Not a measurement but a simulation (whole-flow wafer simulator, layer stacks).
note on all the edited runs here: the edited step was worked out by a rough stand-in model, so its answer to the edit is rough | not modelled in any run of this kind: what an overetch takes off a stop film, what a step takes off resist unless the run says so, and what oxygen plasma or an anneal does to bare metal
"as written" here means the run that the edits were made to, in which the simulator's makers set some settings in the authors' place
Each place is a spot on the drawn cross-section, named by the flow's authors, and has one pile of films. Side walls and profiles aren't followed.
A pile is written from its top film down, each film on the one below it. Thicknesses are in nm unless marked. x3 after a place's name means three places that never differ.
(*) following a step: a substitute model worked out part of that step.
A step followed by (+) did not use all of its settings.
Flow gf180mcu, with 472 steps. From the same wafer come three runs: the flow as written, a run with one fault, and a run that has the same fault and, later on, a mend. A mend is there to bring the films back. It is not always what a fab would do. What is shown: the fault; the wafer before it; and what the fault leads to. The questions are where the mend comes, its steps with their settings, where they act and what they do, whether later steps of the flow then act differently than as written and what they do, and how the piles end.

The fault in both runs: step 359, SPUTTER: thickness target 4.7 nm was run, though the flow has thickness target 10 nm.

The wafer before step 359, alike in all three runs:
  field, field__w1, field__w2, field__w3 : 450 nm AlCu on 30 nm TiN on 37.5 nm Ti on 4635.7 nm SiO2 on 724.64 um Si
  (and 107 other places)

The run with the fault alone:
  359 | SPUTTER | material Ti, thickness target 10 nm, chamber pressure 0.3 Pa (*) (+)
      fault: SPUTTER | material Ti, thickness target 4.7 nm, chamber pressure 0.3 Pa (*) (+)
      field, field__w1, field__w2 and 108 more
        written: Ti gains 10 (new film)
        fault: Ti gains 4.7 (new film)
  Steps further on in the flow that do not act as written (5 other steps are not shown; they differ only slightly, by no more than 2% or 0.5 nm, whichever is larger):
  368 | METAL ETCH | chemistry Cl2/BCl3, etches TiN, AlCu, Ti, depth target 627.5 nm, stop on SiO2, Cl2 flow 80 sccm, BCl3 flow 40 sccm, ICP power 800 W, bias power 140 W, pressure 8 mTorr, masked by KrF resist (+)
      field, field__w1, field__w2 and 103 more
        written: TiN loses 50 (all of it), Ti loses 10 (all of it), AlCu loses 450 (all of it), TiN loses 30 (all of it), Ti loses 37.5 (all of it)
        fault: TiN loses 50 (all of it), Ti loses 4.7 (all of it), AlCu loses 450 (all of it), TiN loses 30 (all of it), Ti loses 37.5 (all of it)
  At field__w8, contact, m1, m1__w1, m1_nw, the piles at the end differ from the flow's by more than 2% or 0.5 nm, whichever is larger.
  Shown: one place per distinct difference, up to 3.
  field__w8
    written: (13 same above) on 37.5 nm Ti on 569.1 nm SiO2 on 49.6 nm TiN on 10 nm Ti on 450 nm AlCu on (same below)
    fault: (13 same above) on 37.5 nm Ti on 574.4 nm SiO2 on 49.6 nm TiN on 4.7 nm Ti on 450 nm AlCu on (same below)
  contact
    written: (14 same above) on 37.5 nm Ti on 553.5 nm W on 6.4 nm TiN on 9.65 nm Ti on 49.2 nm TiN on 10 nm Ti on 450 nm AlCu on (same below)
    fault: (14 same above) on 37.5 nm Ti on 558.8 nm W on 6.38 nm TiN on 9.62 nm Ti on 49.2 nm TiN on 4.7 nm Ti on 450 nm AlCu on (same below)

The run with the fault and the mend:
  The mend stands after step 359.
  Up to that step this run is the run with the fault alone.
  359a | SPUTTER | material Ti, thickness target 5.3 nm, chamber pressure 0.3 Pa (*) (+) (the flow's step 359, run once more with other settings)
      field, field__w1, field__w2 and 108 more
        Ti gains 5.3
  Later steps of the flow that are run all act as written at every place that is followed.
  The piles end the same as the flow's at every place that both follow.
